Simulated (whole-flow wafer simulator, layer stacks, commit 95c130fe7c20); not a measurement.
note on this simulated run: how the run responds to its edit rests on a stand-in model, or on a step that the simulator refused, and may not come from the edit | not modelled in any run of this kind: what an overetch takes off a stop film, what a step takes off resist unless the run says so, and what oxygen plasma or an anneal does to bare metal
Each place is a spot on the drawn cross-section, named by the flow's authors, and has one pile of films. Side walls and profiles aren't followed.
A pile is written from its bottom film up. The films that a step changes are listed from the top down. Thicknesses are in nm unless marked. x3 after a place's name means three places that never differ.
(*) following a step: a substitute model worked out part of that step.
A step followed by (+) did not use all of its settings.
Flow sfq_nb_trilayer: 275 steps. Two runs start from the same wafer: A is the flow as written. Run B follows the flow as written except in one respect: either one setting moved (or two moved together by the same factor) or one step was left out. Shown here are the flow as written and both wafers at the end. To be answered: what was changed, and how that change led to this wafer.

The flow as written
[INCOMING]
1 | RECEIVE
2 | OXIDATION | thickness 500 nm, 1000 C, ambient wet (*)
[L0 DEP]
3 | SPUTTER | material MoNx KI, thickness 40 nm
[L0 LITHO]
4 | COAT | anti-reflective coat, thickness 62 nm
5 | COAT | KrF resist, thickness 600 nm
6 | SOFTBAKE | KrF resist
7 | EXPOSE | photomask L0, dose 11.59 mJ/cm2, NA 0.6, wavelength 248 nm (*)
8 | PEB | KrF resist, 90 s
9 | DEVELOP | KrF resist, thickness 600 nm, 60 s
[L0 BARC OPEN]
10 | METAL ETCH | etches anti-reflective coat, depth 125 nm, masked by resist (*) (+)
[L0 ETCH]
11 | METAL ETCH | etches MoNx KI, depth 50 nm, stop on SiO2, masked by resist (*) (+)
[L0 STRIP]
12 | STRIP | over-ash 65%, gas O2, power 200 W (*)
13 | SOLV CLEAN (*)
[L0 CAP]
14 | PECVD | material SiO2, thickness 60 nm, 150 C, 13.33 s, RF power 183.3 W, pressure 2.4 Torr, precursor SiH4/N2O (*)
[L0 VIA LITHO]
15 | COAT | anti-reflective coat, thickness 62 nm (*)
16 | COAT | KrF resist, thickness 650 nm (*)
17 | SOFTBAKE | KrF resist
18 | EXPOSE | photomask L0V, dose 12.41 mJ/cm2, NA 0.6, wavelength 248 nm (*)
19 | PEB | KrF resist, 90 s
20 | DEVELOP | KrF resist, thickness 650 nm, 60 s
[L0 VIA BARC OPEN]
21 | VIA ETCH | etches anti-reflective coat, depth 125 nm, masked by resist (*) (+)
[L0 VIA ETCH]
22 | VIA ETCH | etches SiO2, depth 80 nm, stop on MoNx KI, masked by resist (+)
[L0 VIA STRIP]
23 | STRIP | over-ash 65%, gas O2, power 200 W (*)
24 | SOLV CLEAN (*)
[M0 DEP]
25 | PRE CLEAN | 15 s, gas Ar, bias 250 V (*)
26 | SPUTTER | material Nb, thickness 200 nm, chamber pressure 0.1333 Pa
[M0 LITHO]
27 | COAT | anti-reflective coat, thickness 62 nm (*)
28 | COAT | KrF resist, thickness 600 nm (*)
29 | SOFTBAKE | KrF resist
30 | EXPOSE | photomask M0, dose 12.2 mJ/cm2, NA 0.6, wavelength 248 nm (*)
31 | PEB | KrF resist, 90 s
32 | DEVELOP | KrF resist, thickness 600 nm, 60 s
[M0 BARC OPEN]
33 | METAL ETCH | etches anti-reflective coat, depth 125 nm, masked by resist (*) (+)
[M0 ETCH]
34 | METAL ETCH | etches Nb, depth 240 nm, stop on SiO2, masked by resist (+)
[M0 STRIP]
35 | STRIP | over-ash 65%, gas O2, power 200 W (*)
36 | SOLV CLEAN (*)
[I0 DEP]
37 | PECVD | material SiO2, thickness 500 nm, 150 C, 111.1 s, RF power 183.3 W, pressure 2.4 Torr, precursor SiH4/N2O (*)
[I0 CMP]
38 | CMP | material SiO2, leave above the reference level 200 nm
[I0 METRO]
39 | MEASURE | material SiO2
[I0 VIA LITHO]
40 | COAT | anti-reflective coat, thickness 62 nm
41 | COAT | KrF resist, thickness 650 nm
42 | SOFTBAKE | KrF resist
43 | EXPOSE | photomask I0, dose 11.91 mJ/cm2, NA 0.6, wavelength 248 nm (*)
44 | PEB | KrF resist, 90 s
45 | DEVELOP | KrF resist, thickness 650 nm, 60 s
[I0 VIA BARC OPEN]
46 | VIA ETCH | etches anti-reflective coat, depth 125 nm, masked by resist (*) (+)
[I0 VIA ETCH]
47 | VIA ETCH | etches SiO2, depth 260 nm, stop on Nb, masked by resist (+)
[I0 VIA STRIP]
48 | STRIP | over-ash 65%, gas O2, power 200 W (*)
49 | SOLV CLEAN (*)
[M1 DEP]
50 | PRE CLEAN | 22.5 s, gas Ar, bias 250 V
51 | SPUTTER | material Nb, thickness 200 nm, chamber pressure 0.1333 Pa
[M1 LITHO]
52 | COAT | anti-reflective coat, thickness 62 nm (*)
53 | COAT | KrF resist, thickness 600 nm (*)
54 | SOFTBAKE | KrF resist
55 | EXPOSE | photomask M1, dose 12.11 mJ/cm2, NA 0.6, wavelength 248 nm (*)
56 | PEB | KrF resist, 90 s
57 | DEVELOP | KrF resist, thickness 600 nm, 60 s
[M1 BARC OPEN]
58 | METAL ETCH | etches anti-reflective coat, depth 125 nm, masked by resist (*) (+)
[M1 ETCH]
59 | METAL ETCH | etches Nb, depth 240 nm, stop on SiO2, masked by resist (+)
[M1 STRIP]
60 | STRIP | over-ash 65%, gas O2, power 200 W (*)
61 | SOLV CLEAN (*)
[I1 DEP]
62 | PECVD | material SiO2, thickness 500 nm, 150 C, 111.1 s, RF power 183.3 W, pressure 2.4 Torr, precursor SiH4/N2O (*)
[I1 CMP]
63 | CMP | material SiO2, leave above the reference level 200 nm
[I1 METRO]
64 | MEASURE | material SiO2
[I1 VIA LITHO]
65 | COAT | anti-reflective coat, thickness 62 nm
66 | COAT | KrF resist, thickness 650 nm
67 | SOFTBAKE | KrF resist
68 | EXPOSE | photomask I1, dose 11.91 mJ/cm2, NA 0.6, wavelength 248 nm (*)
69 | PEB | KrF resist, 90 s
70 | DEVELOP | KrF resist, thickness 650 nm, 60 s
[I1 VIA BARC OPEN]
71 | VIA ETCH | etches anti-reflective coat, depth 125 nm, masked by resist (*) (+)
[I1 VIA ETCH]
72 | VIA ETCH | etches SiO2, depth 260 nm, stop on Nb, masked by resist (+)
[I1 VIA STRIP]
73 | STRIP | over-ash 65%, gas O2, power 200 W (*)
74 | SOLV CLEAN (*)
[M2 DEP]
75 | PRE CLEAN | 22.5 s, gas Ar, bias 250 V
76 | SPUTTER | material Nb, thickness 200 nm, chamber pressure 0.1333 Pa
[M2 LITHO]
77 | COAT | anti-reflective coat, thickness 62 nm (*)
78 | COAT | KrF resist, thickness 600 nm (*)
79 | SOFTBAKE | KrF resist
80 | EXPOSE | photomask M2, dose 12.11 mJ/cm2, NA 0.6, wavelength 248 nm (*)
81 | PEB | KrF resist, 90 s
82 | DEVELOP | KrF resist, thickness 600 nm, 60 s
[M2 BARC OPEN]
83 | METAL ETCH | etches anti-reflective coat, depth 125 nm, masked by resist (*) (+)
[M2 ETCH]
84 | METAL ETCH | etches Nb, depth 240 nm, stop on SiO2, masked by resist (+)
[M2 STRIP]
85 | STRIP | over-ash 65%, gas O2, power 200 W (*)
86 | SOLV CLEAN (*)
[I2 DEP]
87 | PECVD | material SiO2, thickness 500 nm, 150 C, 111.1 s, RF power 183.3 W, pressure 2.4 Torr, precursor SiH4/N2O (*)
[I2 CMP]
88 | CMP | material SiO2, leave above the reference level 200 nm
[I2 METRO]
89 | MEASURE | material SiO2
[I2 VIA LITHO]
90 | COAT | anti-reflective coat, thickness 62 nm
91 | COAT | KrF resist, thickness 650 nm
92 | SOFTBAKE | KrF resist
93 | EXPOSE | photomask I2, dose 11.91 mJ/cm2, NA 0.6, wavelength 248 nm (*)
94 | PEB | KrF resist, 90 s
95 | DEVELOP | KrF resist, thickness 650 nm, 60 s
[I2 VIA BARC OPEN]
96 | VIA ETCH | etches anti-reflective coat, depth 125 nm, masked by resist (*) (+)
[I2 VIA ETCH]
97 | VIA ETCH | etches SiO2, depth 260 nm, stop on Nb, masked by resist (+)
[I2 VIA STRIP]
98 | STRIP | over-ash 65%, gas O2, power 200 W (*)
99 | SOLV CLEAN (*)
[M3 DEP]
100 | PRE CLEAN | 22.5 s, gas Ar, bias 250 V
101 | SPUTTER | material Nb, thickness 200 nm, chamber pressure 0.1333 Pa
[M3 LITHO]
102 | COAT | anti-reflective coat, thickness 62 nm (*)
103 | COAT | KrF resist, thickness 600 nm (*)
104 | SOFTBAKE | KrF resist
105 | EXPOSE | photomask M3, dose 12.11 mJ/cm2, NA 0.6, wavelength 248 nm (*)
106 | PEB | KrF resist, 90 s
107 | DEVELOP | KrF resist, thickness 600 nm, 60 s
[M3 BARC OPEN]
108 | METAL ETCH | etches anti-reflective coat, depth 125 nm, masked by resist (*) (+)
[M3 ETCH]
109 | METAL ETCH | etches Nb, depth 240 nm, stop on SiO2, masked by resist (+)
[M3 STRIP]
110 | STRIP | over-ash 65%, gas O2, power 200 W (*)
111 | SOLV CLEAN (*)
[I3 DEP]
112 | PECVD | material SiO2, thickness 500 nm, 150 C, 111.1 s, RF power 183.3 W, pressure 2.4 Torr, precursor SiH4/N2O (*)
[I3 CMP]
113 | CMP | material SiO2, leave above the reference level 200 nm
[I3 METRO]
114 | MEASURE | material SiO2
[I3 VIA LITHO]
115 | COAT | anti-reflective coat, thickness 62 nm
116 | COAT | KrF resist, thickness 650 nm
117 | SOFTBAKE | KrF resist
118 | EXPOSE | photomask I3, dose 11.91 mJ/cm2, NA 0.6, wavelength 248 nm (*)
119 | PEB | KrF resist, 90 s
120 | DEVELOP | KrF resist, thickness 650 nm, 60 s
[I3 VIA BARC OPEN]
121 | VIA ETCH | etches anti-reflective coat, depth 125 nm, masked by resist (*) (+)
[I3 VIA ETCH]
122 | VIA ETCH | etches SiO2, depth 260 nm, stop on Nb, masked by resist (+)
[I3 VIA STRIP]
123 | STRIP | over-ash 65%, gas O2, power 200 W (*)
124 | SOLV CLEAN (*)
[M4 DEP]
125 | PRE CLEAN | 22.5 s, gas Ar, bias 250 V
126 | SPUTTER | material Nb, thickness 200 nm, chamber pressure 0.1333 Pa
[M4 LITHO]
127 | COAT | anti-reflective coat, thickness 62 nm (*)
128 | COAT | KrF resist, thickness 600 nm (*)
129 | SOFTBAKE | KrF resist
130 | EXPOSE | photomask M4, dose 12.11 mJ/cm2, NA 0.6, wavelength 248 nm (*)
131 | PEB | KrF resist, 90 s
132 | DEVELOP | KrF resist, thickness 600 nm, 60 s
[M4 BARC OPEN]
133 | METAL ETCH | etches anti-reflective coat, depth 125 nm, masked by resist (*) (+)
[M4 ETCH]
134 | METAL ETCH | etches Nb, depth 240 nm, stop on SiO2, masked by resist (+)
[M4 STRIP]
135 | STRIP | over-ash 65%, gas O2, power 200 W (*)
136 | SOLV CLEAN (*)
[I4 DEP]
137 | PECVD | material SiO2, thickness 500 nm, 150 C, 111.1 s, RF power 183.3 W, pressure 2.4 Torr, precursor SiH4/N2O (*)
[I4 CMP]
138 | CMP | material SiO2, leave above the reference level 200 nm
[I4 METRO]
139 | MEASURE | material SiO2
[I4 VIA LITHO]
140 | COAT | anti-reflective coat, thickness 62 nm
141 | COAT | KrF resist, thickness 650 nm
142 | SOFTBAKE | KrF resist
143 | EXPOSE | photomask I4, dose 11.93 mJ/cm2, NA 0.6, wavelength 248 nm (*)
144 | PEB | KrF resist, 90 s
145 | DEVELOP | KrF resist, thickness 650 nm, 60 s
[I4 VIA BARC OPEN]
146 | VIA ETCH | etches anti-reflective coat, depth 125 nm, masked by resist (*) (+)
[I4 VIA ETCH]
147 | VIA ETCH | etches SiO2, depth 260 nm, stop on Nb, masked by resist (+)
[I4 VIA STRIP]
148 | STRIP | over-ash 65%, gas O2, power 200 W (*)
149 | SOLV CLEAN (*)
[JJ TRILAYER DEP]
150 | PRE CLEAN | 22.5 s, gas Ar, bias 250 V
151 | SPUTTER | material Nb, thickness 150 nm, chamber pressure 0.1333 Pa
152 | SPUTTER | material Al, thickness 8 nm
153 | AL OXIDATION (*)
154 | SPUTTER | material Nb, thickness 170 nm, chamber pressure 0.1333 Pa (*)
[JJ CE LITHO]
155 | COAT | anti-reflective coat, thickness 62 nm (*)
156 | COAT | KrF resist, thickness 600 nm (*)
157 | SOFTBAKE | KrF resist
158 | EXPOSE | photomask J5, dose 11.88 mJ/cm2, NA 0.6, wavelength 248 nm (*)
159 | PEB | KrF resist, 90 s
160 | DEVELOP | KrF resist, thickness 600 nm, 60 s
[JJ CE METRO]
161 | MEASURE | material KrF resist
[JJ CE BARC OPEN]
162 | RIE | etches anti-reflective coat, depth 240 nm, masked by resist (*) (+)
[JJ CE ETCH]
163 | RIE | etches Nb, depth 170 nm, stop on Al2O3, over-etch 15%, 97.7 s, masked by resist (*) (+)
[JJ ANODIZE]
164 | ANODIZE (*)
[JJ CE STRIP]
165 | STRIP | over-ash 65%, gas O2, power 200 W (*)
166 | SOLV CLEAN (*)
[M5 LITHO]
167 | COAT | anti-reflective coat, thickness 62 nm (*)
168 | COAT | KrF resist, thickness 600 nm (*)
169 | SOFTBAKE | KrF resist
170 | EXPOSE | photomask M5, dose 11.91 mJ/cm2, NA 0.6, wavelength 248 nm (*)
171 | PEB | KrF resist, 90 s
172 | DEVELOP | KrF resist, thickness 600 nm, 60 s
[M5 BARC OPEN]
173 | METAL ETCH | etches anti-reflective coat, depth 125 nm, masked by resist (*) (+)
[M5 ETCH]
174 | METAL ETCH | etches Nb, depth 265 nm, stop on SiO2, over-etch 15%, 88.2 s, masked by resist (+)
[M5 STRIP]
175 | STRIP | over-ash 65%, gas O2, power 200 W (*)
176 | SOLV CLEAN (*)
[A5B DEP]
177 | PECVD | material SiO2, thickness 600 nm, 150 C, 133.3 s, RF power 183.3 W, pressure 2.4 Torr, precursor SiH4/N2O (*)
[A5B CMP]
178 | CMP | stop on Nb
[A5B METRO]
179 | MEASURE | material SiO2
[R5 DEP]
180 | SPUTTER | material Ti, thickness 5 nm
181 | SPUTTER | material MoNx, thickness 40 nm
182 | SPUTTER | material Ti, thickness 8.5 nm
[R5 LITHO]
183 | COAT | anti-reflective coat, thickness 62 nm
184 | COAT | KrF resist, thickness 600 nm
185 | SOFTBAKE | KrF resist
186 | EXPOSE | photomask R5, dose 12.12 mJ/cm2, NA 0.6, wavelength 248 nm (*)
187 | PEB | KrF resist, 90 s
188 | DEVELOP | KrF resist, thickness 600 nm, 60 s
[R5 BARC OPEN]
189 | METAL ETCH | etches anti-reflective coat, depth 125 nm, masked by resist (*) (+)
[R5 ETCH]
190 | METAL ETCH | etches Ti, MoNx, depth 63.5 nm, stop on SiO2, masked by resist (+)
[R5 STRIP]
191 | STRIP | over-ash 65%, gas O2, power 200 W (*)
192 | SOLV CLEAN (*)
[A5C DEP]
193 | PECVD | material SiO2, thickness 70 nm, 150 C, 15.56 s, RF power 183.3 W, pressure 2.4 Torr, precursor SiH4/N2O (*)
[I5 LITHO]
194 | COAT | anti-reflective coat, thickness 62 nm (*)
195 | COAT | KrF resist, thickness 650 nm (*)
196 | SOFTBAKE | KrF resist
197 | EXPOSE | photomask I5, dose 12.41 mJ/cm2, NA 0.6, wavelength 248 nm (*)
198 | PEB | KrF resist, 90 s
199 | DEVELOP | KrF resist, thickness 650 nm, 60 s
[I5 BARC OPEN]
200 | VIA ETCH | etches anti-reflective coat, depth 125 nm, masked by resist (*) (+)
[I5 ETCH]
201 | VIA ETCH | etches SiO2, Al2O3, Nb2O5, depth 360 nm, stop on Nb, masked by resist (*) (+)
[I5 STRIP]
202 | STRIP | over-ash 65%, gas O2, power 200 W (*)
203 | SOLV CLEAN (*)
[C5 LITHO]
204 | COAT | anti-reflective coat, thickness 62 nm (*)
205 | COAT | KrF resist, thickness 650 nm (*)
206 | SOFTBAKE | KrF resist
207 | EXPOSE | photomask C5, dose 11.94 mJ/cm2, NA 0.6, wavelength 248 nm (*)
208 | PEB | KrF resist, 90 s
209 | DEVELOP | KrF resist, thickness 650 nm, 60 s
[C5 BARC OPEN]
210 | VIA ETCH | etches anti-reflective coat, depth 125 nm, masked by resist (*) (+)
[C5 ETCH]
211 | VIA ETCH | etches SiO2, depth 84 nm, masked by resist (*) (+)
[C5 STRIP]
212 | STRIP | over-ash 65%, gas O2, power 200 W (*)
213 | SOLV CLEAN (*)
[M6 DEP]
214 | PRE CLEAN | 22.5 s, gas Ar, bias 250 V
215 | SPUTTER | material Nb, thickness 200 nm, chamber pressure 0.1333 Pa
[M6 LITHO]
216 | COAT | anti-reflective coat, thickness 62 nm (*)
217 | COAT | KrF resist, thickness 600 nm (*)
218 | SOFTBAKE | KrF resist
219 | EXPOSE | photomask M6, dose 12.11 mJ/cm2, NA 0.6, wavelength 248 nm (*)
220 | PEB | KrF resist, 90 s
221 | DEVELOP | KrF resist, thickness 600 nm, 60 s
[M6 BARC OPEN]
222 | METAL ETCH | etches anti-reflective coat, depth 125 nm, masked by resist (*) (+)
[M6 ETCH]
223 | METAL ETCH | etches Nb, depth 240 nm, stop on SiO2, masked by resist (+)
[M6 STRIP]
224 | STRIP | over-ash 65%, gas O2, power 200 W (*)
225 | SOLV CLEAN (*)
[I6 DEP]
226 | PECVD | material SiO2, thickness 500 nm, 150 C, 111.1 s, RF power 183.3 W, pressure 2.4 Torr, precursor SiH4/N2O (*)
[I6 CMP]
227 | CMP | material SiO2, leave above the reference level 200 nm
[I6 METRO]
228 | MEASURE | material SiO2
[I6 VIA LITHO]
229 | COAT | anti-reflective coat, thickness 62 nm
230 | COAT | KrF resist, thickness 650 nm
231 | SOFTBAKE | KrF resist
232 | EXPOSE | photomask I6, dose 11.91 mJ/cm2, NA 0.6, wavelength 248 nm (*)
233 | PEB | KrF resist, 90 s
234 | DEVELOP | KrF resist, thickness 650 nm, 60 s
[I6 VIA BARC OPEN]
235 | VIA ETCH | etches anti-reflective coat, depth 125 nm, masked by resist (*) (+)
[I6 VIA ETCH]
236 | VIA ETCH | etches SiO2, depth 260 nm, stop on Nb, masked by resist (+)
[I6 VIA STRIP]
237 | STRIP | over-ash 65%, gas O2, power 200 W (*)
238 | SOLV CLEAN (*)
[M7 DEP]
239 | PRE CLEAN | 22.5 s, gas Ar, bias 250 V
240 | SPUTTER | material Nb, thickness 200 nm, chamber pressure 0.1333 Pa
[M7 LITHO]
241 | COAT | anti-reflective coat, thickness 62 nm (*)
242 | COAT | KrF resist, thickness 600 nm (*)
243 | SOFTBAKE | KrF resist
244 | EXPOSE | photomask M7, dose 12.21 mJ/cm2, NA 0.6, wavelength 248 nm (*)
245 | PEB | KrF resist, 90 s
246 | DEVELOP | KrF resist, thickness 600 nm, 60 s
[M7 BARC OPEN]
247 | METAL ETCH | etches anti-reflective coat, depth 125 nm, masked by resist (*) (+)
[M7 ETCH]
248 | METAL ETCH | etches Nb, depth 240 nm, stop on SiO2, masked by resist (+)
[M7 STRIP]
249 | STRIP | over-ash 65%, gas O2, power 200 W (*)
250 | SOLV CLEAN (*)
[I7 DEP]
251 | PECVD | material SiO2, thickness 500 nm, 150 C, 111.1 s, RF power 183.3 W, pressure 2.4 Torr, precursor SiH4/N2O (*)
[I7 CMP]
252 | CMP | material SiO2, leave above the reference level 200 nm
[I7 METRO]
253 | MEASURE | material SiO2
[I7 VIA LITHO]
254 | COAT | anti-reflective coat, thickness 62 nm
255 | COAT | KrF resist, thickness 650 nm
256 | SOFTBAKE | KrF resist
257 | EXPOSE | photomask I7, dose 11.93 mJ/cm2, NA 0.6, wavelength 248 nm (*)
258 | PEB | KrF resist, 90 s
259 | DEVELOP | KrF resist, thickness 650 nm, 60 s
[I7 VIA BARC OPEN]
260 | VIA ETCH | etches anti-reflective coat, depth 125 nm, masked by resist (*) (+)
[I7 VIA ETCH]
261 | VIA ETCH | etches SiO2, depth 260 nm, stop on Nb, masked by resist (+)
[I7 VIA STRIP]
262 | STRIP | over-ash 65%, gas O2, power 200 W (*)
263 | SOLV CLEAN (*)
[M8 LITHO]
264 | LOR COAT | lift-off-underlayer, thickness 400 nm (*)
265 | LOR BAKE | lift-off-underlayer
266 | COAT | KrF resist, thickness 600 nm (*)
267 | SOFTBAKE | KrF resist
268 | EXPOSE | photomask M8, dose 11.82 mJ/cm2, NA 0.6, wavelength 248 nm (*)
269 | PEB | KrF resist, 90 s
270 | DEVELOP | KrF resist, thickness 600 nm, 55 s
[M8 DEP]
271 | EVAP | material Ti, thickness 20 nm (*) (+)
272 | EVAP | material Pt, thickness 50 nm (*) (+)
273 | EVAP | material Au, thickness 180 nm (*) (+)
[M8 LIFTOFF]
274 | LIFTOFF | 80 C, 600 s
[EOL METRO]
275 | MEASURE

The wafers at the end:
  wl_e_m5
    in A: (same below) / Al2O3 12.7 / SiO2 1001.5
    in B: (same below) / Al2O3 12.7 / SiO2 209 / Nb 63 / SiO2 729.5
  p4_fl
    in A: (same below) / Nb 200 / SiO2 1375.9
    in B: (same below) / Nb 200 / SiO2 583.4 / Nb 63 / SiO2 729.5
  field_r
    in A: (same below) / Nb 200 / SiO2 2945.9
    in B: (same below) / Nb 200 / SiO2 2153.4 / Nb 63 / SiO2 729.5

The reason: step 223, METAL ETCH: depth 137 nm was run, while the flow as written has depth 240 nm.

How this came from the change, step by step:
  223 | METAL ETCH | etches Nb, depth 240 nm, stop on SiO2, masked by resist (+)
      field_l, gap, moat and 76 more: A -200 Nb (all of it) | B -137 Nb
      v_sur, via_wl, via_w and 24 more: A -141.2 KrF resist | B -80.6 KrF resist
  224 | STRIP | over-ash 65%, gas O2, power 200 W (*)
      wl_j_sl, wl_j_sr: A -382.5 KrF resist (all of it), -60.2 anti-reflective coat (all of it) | B -443.1 KrF resist (all of it), -60.2 anti-reflective coat (all of it)
      wl_c_m6, wl_f_m6: A -382.3 KrF resist (all of it), -62 anti-reflective coat (all of it) | B -442.9 KrF resist (all of it), -62 anti-reflective coat (all of it)
      (also at 23 further places)
  226 | PECVD | material SiO2, thickness 500 nm, 150 C, 111.1 s, RF power 183.3 W, pressure 2.4 Torr, precursor SiH4/N2O (*)
      field_l, p4_fl, p4_fm and 62 more: A +500 SiO2 | B +500 SiO2 (new film)
      moat, field_r, lsp_l, ln_m5, lsp_m: A +493.6 SiO2 | B +500 SiO2 (new film)
      (also at 9 further places)
  227 | CMP | material SiO2, leave above the reference level 200 nm
      field_l, p4_fl, p4_fm and 59 more: A -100 SiO2 | B -163 SiO2
      moat, field_r, lsp_l, ln_m5, lsp_m: A -93.6 SiO2 | B -163 SiO2
      (also at 12 further places)
Taking metal films that touch as one body, wl_e_m5 has 7 bodies (between them, from the top down: SiO2 209 / Al2O3 12.7 / Nb2O5 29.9; SiO2 192.5; SiO2 192.5; SiO2 192.5; SiO2 192.5; SiO2 192.5); the flow as written gives 6 bodies (between them, from the top down: SiO2 192.5; SiO2 192.5; SiO2 192.5; SiO2 192.5; SiO2 192.5).
Taking metal films that touch as one body, p4_fl has 3 bodies (between them, from the top down: SiO2 583.4; SiO2 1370); the flow as written gives 2 bodies (between them, from the top down: SiO2 1370).
Taking metal films that touch as one body, field_r has 2 bodies (between them, from the top down: SiO2 2153.4); the flow as written gives 1 body.
